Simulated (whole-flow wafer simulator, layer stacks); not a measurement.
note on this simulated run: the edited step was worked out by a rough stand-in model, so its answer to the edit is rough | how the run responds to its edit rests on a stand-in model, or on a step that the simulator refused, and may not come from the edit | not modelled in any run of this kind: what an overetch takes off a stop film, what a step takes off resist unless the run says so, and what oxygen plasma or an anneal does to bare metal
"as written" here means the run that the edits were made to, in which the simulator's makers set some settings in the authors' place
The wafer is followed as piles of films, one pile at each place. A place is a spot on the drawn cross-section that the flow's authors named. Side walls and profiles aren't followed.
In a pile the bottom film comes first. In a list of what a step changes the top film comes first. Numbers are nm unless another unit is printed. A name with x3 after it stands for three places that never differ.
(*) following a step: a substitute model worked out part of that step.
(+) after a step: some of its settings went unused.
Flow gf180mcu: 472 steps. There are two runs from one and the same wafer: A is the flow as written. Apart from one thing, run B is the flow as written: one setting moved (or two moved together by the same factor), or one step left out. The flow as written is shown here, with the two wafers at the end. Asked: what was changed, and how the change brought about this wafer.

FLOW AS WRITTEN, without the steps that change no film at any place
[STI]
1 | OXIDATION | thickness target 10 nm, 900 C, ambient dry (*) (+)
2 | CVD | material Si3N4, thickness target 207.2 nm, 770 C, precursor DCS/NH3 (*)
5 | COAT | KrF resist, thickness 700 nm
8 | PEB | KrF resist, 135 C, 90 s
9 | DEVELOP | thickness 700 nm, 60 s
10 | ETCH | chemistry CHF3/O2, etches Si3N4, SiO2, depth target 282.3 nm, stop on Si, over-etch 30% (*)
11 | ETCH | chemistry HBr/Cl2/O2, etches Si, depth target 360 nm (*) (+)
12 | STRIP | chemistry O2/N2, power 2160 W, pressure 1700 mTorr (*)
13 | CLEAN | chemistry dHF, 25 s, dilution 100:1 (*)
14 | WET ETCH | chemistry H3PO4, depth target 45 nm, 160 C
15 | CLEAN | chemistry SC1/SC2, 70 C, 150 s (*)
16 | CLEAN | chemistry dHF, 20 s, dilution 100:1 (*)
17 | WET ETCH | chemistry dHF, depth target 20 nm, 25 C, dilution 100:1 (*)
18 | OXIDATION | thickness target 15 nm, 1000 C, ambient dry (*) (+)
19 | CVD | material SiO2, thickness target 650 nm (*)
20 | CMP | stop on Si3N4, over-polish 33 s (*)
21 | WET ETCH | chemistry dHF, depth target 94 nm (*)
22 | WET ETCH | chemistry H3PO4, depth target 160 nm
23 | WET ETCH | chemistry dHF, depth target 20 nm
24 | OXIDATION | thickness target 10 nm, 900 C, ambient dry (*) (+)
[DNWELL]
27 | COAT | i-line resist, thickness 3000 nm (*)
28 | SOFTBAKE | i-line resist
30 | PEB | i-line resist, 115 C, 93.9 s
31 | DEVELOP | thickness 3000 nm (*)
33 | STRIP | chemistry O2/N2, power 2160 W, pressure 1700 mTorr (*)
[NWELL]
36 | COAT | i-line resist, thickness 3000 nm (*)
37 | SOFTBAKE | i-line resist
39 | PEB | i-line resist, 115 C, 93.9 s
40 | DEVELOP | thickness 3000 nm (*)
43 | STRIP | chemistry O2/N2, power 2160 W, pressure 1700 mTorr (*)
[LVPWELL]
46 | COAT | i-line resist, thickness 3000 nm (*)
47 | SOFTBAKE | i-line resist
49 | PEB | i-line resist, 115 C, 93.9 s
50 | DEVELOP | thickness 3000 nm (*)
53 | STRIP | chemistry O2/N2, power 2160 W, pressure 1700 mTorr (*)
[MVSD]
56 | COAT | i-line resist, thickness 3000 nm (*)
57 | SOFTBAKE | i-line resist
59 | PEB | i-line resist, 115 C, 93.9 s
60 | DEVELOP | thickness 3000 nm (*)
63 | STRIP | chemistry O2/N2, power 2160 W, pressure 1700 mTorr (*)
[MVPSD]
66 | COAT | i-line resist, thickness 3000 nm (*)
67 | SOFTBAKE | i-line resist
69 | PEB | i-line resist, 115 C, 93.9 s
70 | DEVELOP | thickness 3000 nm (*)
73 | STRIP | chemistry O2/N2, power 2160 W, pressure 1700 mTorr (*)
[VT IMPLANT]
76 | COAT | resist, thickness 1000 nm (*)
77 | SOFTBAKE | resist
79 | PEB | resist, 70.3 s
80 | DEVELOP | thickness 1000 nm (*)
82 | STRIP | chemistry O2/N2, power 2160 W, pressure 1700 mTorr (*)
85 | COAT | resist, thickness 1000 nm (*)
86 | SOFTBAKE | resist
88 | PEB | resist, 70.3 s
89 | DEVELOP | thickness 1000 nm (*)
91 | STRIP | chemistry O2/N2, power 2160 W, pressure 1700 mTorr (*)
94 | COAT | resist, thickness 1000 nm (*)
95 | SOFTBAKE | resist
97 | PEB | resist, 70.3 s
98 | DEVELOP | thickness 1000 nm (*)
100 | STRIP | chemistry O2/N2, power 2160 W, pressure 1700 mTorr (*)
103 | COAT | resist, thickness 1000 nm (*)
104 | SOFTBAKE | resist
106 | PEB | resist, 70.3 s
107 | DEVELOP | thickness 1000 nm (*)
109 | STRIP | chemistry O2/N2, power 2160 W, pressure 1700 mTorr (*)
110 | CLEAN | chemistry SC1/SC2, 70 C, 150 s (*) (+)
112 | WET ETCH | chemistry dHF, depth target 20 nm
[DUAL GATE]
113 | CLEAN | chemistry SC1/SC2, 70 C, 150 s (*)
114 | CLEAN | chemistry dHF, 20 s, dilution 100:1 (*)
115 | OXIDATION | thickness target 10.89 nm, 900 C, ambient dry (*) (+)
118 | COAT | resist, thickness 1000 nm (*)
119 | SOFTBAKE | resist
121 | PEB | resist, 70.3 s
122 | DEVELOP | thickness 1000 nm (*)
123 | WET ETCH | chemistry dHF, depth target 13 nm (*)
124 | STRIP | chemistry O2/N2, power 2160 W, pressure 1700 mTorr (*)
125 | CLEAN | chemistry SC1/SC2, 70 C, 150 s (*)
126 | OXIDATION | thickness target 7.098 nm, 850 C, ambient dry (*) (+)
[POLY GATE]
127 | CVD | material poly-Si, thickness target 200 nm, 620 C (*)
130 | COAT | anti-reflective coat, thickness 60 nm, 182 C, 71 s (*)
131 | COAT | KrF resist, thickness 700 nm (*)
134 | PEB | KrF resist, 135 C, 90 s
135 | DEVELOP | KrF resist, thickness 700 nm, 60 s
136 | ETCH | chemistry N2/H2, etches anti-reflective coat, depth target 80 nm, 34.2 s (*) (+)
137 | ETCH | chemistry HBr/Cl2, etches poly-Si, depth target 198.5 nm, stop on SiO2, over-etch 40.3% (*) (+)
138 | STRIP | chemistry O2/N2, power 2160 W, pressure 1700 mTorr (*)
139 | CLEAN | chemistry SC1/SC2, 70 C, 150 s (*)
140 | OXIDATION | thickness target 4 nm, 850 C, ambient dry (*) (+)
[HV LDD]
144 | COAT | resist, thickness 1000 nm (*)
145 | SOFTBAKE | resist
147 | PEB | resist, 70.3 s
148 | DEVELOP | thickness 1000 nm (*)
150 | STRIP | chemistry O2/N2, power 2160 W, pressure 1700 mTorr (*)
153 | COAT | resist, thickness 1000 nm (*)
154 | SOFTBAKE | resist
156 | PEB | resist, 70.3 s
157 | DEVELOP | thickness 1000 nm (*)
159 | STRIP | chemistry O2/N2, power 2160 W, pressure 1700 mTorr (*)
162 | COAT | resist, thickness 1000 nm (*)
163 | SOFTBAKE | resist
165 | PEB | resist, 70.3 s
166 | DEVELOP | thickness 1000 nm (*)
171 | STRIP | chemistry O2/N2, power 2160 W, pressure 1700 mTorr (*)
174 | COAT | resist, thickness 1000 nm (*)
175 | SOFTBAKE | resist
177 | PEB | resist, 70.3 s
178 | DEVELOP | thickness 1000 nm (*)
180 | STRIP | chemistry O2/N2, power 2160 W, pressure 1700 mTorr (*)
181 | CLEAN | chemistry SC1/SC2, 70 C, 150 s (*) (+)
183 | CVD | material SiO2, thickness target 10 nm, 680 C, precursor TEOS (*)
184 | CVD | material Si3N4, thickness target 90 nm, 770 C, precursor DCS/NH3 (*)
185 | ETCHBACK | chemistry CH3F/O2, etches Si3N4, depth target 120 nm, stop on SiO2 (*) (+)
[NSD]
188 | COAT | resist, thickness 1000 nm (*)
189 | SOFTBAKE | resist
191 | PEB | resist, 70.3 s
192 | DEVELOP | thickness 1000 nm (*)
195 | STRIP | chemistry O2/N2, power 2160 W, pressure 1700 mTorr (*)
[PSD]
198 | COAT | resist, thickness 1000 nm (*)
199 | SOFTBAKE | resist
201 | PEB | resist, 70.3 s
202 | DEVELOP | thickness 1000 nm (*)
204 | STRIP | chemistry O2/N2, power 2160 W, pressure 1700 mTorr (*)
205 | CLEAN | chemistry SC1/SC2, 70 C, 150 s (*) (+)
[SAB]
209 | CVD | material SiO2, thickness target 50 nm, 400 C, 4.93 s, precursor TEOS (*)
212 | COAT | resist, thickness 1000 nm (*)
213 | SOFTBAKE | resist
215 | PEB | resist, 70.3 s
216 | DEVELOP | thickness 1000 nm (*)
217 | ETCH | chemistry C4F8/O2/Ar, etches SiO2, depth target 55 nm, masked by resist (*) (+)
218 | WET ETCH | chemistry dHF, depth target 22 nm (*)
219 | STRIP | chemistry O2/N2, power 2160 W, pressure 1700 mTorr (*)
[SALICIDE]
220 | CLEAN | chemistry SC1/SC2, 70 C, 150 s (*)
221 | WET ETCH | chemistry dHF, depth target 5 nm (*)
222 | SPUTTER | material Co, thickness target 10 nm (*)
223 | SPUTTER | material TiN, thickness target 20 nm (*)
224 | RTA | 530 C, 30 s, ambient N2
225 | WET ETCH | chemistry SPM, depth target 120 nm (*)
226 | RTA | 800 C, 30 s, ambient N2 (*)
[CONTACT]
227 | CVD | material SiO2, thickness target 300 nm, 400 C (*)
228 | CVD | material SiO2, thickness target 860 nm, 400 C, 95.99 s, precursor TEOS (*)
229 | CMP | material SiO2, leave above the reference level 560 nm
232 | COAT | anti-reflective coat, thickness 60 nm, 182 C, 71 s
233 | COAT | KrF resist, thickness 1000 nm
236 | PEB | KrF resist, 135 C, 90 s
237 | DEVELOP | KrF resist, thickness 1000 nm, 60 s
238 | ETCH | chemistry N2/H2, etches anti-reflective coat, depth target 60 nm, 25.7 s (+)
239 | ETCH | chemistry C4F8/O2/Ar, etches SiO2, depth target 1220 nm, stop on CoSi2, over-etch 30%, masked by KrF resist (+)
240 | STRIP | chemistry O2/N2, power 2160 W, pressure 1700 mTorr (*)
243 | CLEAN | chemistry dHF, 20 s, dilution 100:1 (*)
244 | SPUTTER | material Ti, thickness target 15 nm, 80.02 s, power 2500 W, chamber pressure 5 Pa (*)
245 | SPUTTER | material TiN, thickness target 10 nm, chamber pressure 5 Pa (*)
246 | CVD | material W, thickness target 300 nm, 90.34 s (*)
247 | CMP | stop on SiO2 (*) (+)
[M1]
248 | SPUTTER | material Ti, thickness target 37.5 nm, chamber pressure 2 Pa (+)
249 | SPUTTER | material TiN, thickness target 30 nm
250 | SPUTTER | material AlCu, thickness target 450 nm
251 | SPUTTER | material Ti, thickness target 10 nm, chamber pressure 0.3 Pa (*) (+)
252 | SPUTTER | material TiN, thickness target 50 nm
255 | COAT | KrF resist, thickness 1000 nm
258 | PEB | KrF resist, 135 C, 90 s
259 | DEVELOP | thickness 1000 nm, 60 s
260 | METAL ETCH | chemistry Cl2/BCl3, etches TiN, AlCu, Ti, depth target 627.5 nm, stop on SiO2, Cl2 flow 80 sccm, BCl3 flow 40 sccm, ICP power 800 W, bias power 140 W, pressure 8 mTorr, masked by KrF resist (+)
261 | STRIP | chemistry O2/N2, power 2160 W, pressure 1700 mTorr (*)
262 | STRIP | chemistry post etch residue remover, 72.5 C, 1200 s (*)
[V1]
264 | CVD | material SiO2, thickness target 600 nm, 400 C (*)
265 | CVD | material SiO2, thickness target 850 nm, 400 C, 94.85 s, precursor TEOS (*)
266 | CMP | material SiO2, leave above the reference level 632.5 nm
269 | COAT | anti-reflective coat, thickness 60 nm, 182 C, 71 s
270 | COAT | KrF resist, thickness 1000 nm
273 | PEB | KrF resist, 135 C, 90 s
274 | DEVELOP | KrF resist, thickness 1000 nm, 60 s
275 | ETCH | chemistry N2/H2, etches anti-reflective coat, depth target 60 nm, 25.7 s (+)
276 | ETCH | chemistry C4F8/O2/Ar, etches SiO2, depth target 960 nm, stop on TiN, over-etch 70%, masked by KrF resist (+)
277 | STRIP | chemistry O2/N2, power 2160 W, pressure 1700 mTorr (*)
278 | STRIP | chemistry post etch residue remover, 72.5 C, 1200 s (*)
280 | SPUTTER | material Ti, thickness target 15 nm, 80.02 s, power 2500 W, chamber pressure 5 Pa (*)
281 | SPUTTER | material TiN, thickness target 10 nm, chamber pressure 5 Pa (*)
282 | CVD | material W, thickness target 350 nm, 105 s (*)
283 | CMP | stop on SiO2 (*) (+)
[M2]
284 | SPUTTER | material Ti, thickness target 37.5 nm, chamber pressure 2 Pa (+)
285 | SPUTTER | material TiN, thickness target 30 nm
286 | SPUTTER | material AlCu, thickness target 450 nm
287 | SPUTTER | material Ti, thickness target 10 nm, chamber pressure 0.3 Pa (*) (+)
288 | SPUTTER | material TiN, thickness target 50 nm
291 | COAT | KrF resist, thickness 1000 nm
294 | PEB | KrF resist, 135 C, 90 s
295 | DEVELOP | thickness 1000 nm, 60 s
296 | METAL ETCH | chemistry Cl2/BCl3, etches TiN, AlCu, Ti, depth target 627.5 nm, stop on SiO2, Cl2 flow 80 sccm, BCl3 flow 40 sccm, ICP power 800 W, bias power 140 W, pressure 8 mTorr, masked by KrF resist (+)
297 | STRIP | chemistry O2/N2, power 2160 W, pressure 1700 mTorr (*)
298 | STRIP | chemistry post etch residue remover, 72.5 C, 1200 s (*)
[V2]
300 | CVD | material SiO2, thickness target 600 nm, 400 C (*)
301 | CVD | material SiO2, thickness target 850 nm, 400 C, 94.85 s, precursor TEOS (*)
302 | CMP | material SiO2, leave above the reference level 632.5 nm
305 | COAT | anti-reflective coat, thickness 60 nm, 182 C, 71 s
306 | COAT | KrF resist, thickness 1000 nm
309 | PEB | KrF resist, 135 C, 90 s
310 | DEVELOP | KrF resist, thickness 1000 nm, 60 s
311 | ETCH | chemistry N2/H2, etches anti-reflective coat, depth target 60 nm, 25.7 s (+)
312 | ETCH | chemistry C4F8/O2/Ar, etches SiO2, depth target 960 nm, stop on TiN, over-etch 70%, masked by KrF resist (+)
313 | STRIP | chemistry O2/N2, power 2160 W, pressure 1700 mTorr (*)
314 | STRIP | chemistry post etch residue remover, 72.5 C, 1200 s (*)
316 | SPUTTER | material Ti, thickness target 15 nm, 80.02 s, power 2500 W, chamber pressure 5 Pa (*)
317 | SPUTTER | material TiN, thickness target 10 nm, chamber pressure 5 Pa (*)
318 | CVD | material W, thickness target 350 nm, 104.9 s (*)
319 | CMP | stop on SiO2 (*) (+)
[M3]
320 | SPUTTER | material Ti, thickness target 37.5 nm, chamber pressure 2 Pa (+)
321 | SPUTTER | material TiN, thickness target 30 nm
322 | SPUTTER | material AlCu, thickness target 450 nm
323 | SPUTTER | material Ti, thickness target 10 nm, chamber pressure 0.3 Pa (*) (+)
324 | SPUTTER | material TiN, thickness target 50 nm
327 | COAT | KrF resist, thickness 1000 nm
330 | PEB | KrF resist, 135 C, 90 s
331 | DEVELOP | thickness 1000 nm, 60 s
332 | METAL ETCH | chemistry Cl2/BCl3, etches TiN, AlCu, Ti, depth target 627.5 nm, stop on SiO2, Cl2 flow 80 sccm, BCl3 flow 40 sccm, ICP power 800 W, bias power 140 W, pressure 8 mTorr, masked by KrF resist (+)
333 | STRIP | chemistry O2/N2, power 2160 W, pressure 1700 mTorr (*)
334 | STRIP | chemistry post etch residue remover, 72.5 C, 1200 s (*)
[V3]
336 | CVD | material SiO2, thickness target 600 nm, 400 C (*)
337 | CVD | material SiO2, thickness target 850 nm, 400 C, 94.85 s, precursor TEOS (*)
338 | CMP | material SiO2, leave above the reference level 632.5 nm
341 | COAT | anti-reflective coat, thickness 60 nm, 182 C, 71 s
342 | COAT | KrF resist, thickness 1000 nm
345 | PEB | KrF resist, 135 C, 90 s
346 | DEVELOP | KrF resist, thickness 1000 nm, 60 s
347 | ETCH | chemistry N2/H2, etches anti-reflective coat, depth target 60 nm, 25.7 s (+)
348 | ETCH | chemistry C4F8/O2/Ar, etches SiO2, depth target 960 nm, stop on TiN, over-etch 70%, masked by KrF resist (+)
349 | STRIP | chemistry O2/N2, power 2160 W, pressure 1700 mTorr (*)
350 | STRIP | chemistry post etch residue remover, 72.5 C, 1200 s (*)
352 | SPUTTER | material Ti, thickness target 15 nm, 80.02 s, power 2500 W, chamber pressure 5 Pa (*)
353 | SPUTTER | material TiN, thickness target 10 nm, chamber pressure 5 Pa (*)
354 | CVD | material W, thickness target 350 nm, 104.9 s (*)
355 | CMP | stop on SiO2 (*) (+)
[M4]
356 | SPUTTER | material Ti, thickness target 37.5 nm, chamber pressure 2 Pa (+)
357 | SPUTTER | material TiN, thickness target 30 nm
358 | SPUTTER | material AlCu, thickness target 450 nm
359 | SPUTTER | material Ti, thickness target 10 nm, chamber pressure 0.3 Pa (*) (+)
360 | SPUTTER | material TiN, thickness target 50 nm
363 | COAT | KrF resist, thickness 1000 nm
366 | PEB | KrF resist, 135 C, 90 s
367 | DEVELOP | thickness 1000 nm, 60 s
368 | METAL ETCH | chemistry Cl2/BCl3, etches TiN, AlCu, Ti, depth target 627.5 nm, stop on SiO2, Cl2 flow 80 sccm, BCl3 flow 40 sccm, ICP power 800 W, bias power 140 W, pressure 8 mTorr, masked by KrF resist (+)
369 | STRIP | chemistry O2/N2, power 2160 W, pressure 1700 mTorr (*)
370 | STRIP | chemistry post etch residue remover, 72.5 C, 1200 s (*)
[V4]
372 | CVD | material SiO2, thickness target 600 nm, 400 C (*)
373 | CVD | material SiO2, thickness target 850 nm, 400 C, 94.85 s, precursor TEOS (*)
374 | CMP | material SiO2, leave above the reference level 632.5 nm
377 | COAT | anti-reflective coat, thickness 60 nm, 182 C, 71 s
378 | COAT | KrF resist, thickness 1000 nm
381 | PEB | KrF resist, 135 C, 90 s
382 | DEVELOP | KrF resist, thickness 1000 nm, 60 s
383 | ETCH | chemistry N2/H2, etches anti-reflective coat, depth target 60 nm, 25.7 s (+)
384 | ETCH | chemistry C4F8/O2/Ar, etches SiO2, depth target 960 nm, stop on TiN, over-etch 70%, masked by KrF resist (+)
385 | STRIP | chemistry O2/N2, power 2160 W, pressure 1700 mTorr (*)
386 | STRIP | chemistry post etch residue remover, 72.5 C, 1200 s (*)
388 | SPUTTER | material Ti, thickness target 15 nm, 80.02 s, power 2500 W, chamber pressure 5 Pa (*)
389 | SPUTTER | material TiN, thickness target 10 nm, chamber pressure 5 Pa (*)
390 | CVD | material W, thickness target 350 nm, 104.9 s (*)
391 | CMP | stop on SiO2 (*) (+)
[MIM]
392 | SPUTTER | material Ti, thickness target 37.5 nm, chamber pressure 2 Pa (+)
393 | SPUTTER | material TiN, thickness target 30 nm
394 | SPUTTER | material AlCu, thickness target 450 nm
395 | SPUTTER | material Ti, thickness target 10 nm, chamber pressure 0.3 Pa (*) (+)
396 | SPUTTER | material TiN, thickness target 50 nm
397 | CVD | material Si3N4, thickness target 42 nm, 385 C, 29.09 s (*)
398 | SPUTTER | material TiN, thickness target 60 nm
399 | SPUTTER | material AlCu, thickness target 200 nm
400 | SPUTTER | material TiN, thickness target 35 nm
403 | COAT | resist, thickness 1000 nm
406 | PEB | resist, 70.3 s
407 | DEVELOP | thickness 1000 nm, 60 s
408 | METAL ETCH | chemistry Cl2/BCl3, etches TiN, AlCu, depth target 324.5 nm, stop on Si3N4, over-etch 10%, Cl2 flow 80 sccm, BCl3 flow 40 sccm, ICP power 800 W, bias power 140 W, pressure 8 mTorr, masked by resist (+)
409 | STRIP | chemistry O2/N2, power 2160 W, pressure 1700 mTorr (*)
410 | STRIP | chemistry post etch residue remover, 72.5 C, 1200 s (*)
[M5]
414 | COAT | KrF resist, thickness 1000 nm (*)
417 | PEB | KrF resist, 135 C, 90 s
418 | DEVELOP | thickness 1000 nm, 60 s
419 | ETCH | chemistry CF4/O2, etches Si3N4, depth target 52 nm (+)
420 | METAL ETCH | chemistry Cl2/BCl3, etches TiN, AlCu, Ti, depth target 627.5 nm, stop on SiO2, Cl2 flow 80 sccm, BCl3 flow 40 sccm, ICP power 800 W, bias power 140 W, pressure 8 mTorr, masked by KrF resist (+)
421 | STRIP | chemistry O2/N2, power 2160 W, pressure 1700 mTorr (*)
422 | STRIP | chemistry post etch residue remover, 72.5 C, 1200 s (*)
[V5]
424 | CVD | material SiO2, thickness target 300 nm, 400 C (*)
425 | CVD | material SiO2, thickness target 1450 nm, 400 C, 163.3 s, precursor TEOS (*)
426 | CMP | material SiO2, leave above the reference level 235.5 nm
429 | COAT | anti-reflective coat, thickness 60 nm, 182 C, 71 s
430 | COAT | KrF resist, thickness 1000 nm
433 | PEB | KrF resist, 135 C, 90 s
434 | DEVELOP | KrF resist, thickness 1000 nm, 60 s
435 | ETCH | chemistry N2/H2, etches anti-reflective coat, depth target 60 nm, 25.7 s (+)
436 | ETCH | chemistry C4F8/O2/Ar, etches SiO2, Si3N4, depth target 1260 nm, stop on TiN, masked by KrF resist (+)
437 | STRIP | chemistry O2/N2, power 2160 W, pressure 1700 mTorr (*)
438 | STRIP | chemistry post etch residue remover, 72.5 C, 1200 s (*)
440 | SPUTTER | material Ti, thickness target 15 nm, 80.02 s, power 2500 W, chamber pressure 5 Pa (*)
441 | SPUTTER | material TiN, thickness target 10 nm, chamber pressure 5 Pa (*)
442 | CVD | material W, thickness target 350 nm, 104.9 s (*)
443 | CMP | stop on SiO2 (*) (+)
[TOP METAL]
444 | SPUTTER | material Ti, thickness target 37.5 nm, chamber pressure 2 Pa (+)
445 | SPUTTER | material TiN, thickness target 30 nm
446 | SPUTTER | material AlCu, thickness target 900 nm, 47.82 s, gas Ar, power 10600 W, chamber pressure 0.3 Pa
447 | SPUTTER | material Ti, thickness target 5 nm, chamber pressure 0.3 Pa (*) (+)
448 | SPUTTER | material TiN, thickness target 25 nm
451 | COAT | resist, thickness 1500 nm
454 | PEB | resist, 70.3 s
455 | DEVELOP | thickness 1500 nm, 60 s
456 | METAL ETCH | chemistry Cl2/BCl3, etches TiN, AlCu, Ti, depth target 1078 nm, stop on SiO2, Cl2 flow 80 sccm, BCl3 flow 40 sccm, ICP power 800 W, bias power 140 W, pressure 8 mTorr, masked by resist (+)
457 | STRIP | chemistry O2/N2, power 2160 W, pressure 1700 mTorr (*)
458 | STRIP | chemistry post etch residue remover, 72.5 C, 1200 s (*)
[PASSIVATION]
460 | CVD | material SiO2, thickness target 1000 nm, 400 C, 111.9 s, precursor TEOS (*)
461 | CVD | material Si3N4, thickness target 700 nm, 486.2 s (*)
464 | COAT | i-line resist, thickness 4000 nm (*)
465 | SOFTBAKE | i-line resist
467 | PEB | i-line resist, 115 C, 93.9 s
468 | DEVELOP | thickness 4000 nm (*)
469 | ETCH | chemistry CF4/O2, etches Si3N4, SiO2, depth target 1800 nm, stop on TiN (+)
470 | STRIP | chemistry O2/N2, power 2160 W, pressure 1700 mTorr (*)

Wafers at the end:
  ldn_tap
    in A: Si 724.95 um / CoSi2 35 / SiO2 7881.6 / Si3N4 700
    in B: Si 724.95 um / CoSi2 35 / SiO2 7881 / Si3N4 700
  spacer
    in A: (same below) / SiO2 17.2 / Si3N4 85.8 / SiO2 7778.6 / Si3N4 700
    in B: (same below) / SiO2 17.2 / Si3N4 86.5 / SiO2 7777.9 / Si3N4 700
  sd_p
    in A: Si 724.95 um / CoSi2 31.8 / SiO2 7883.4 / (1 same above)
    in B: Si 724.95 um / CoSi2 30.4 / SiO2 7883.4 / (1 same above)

What caused this: step 209, CVD: thickness target 77.5 nm was run, whereas the flow has thickness target 50 nm; step 209, CVD: 7.642 s was run, where the flow has 4.93 s.

The path from the change to this, step by step:
  209 | CVD | material SiO2, thickness target 50 nm, 400 C, 4.93 s, precursor TEOS (*)
      field, field__w7, field__w8 and 73 more: A +50 SiO2 | B +76.5 SiO2
      field_sub__w1, field_sub__w3, field_sub__w4, field_sub__w5, ld_drift_n: A +48.9 SiO2 | B +74.8 SiO2
      (also at 28 further places)
  217 | ETCH | chemistry C4F8/O2/Ar, etches SiO2, depth target 55 nm, masked by resist (*) (+)
      spacer: A -50 SiO2 (all of it), -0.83 Si3N4 | B -55 SiO2
  218 | WET ETCH | chemistry dHF, depth target 22 nm (*)
      ldn_tap, ldn_src, ldn_drn, ldp_tap, ldp_src, ldp_drn, ldp_gr: A -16 SiO2 (all of it) | B -39.8 SiO2
      ld_drn_n, ld_sd_p: A -14.8 SiO2 (all of it) | B -38.4 SiO2
      (also at 91 further places)
  219 | STRIP | chemistry O2/N2, power 2160 W, pressure 1700 mTorr (*)
      active_hv, active_nat, ld_sd_n and 11 more: A +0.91 chemical SiO2 (new film), -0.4 Si | B nothing
  221 | WET ETCH | chemistry dHF, depth target 5 nm (*)
      ldn_tap, ldp_src, ldp_drn, ldp_gr: A -0.76 chemical SiO2 (all of it) | B -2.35 SiO2 (all of it)
      ldn_src, ldn_drn, ldp_tap: A -0.76 chemical SiO2 (all of it) | B -2.34 SiO2 (all of it)
      (also at 7 further places)
  223 | SPUTTER | material TiN, thickness target 20 nm (*)
      field__w12: A +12 TiN (new film) | B +12.7 TiN (new film)
      sd_p: A +17.9 TiN (new film) | B +17 TiN (new film)
      (also at 1 further place)
  224 | RTA | 530 C, 30 s, ambient N2
      sd_p: A under 1 film: +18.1 CoSi (new film), -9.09 Co (all of it), -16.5 Si | B under 1 film: +17.3 CoSi (new film), -8.69 Co (all of it), -15.8 Si
  225 | WET ETCH | chemistry SPM, depth target 120 nm (*)
      field__w12: A -12 TiN (all of it), -6.15 Co (all of it) | B -12.7 TiN (all of it), -6.45 Co (all of it)
      sd_p: A -17.9 TiN (all of it) | B -17 TiN (all of it)
      (also at 1 further place)
  226 | RTA | 800 C, 30 s, ambient N2 (*)
      sd_p: A +31.8 CoSi2 (new film), -18.1 CoSi (all of it), -16.5 Si | B +30.4 CoSi2 (new film), -17.3 CoSi (all of it), -15.8 Si
  229 | CMP | material SiO2, leave above the reference level 560 nm
      ldn_sep__w1, ldn_sep__w2, ldn_dft and 8 more: A -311 SiO2 | B -321.2 SiO2
      sti, mim_1p0, pad, dice_street, iso_nw_fld, iso_fld_sub: A -296.8 SiO2 | B -307 SiO2
      (also at 45 further places)
